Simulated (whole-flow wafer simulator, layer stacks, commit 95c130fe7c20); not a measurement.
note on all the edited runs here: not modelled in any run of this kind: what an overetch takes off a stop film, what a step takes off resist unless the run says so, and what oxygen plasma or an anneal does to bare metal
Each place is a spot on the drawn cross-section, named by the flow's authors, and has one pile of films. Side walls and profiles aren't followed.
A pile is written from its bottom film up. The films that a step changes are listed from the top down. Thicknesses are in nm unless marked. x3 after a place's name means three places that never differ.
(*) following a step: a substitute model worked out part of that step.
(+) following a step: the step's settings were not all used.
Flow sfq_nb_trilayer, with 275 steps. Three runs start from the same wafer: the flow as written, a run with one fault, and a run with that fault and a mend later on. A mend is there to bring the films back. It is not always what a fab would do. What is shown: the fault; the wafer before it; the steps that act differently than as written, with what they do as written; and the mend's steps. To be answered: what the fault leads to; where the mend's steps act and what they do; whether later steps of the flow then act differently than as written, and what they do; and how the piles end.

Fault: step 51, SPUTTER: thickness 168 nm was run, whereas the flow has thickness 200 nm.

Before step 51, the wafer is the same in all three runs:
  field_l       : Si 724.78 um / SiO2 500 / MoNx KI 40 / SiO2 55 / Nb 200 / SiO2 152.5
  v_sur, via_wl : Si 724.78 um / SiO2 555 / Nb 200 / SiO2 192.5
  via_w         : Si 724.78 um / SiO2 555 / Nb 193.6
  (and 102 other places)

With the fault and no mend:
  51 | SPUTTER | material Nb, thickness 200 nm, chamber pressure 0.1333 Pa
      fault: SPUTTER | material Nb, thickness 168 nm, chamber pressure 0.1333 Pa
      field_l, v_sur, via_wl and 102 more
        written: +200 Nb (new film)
        fault: +168 Nb (new film)
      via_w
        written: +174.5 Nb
        fault: +147 Nb
  Later steps of the flow acting differently than as written (2 more steps, not shown, differ only slightly: by at most 2% or 0.5 nm, whichever is larger):
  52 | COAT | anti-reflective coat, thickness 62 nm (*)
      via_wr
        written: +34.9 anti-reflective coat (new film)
        fault: +34 anti-reflective coat (new film)
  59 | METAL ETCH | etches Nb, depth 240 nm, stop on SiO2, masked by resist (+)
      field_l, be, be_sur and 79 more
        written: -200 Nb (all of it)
        fault: -168 Nb (all of it)
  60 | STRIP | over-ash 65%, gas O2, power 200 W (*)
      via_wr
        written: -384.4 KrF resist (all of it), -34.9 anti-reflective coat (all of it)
        fault: -385.7 KrF resist (all of it), -34 anti-reflective coat (all of it)
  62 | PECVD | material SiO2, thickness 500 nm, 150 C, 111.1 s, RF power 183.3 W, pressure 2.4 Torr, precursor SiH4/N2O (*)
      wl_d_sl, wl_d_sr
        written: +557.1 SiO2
        fault: +525.1 SiO2
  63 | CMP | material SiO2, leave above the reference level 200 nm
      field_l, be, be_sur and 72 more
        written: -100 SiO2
        fault: -132 SiO2
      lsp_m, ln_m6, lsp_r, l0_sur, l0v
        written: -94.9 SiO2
        fault: -132 SiO2
  At v_sur, via_wl, via_w and 37 more, the piles at the end differ from the flow's by more than 2% or 0.5 nm, whichever is larger.
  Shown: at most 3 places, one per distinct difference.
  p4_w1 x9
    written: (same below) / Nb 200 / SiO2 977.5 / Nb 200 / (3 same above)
    fault: (same below) / Nb 200 / SiO2 945.5 / Nb 200 / (3 same above)
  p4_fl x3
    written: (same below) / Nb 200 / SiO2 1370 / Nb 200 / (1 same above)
    fault: (same below) / Nb 200 / SiO2 1338 / Nb 200 / (1 same above)
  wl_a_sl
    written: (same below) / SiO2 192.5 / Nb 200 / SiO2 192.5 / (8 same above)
    fault: (same below) / SiO2 192.5 / Nb 168 / SiO2 192.5 / (8 same above)

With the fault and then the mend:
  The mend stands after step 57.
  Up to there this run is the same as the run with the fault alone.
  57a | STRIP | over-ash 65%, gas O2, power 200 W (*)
      p4_fl x3, p4_w1 x9, p4_g1 x2 and 47 more
        -62 anti-reflective coat (all of it)
      wl_j_sl, wl_jj, wl_j_sr and 13 more
        -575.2 KrF resist (all of it), -62 anti-reflective coat (all of it)
      r_sur, res, r_end and 8 more
        -61.8 anti-reflective coat (all of it)
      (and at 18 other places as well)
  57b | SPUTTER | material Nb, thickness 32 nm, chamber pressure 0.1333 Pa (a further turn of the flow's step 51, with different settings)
      field_l, v_sur, via_wl and 102 more
        +32 Nb
      via_w
        +24.7 Nb
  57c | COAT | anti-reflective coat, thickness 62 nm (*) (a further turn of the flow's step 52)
      p4_fl x3, p4_w1 x9, p4_g1 x2 and 63 more
        +62 anti-reflective coat (new film)
      r_sur, res, r_end and 9 more
        +61.8 anti-reflective coat (new film)
      jj_sur, ce_l, c5j, ce_r, sp_r, be_r
        +61.7 anti-reflective coat (new film)
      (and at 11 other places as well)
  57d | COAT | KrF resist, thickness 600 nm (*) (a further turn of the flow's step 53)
      p4_fl x3, p4_w1 x9, p4_g1 x2 and 63 more
        +600 KrF resist (new film)
      res, r_end, moat, field_r, l0_sur
        +599.4 KrF resist (new film)
      lsp_l, ln_m5, lsp_m, ln_m6, lsp_r
        +599.5 KrF resist (new film)
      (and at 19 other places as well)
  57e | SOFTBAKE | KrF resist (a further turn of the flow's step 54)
      does not change any film at any place that is followed
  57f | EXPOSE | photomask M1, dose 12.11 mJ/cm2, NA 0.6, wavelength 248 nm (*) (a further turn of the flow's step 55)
      does not change any film at any place that is followed
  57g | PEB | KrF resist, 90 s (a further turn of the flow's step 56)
      wire, be, be_sur and 96 more
        -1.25 KrF resist
      field_l, via_v
        -1.24 KrF resist
      via_wl, via_wr
        -1.26 KrF resist
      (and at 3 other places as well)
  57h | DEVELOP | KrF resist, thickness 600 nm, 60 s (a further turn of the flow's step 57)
      p4_fl x3, p4_w1 x9, p4_g1 x2 and 47 more
        -598.7 KrF resist (all of it)
      v_sur, via_wl, via_w and 21 more
        -23.5 KrF resist
      moat, field_r, lsp_l, lsp_m, ln_m6, lsp_r, l0_sur
        -598.2 KrF resist (all of it)
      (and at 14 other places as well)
  Every later step of the flow that is run acts as written, at every place that is followed, to within 2% or 0.5 nm, whichever is larger.
  At the end the piles are close to the flow's at the places that both follow, differing by at most 2% or 0.5 nm, whichever is larger.
